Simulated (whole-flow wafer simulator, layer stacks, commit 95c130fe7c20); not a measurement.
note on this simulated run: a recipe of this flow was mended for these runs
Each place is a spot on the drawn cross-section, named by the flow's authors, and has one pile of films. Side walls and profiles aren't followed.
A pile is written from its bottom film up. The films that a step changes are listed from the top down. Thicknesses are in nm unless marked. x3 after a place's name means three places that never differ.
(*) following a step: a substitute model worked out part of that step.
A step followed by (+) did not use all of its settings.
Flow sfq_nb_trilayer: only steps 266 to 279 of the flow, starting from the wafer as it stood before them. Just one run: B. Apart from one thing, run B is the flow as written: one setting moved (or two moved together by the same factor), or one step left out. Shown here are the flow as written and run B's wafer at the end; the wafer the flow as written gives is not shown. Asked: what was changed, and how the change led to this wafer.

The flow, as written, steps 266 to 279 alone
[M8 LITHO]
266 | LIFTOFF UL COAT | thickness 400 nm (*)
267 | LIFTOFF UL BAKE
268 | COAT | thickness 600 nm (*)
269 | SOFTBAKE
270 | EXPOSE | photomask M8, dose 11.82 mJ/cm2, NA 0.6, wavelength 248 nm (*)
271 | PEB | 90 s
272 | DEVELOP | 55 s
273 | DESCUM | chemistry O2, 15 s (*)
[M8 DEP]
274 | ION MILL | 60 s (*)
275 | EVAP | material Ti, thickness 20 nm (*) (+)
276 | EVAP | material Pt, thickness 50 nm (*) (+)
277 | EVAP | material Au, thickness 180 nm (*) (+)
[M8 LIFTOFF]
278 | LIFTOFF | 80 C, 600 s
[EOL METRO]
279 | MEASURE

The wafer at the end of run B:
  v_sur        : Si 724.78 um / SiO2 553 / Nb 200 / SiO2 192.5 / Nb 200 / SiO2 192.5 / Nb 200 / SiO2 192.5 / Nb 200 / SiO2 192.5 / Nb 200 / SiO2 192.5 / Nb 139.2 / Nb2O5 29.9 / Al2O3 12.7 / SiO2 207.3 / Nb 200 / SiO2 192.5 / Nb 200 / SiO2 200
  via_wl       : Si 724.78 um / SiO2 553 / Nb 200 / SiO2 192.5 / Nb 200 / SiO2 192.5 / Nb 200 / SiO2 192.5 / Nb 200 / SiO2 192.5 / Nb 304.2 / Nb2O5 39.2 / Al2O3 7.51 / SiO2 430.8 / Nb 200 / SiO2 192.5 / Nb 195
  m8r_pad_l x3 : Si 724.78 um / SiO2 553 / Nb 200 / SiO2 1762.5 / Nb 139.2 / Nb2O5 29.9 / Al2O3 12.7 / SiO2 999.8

What caused this: step 272, DEVELOP: 55 s, was skipped.

Step by step, how the change led to this:
  273 | DESCUM | chemistry O2, 15 s (*)
      field_l, v_sur, via_wl and 8 more: KrF-resist-other-grade loses 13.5 (in the flow as written it would be: nothing)
  274 | ION MILL | 60 s (*)
      field_l, v_sur, via_sp, via_v, wire, m8r_pad_l x3: nothing (in the flow as written it would be: SiO2 loses 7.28)
      via_wl, via_w, via_wr: nothing (in the flow as written it would be: Nb loses 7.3)
  278 | LIFTOFF | 80 C, 600 s
      m8r_pad_l x3: Au loses 180 (all of it), Pt loses 50 (all of it), Ti loses 20 (all of it), KrF-resist-other-grade loses 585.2 (all of it), lift-off-underlayer loses 400 (all of it) (in the flow as written it would be: nothing)
      field_l: Au loses 180 (all of it), Pt loses 50 (all of it), Ti loses 20 (all of it), KrF-resist-other-grade loses 580.1 (all of it), lift-off-underlayer loses 387.9 (all of it) (in the flow as written it would be: nothing)
      (as well as at 102 more places)
With metal films that touch counted as one body, v_sur has 8 bodies (between them, from the top down: SiO2 192.5; SiO2 207.3 / Al2O3 12.7 / Nb2O5 29.9; SiO2 192.5; SiO2 192.5; SiO2 192.5; SiO2 192.5; SiO2 192.5); the flow as written gives 9 bodies (between them, from the top down: SiO2 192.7; SiO2 192.5; SiO2 207.3 / Al2O3 12.7 / Nb2O5 29.9; SiO2 192.5; SiO2 192.5; SiO2 192.5; SiO2 192.5; SiO2 192.5).
With metal films that touch counted as one body, m8r_pad_l x3 has 2 bodies (between them, from the top down: SiO2 1762.5); the flow as written gives 3 bodies (between them, from the top down: SiO2 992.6 / Al2O3 12.7 / Nb2O5 29.9; SiO2 1762.5).
